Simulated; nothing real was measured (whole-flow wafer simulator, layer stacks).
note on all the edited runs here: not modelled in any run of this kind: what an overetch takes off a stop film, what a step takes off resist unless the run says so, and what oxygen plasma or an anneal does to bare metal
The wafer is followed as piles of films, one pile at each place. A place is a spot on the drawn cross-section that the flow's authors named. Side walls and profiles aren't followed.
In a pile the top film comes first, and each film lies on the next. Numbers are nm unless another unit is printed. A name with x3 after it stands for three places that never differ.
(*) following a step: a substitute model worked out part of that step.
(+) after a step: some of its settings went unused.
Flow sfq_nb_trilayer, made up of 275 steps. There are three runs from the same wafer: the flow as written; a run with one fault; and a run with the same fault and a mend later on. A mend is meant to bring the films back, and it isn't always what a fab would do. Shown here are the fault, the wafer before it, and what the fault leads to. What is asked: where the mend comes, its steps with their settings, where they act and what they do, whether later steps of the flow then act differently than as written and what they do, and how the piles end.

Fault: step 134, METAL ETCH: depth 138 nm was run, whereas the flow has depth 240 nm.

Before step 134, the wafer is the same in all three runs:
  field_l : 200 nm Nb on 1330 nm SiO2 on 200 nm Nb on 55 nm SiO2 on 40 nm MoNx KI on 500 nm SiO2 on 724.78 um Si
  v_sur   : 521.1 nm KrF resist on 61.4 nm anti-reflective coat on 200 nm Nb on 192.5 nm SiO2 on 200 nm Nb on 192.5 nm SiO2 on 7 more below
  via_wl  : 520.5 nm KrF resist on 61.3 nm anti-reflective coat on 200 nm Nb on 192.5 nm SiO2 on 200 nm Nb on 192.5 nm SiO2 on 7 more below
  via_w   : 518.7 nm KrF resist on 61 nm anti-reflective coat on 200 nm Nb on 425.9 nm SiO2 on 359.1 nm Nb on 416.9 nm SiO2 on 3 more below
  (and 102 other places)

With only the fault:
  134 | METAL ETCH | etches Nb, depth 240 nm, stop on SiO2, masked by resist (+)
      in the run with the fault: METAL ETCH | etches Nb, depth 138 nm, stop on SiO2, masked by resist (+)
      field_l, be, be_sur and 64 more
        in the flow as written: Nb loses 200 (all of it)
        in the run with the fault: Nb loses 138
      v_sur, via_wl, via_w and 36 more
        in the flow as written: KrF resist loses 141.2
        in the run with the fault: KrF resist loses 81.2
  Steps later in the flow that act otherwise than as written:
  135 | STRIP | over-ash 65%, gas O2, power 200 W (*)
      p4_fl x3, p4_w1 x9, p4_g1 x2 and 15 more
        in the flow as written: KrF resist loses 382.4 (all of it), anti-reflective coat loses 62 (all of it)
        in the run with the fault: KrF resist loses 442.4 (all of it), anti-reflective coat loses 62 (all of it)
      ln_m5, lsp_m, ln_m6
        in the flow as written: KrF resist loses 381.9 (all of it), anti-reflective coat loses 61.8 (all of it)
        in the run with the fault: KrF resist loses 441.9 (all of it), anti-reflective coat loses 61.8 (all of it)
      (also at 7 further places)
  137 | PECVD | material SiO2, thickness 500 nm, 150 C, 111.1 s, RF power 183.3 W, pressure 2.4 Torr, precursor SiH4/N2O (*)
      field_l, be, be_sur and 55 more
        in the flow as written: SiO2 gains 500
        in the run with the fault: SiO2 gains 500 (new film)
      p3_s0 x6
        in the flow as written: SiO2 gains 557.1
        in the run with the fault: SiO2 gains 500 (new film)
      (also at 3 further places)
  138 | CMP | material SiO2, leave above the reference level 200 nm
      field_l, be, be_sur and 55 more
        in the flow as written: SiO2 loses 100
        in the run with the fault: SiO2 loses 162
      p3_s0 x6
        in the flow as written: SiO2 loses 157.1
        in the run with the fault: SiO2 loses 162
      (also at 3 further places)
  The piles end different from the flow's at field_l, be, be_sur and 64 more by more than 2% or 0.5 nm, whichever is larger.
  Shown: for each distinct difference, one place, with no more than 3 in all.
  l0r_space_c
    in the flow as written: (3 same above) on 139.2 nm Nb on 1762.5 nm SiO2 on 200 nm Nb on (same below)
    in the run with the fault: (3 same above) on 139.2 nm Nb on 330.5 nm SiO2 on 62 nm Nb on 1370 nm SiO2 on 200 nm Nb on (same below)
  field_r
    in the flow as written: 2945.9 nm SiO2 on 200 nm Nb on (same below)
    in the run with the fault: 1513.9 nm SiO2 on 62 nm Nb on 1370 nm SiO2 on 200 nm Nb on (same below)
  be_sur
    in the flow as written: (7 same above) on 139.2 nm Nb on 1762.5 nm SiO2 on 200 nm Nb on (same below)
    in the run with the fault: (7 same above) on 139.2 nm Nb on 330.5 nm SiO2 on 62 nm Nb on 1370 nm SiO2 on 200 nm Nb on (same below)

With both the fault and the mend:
  After step 134 comes the mend.
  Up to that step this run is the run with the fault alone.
  134a | METAL ETCH | etches Nb, depth 102 nm, stop on SiO2, masked by resist (+) (the flow's step 134 again, with other settings)
      field_l, be, be_sur and 64 more
        Nb loses 62 (all of it)
      v_sur, via_wl, via_w and 36 more
        KrF resist loses 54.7
  None of the later steps of the flow differs from how it acts as written, at any place that is followed, by more than 2% or 0.5 nm, whichever is larger.
  The piles end the same as the flow's at every place that both follow.
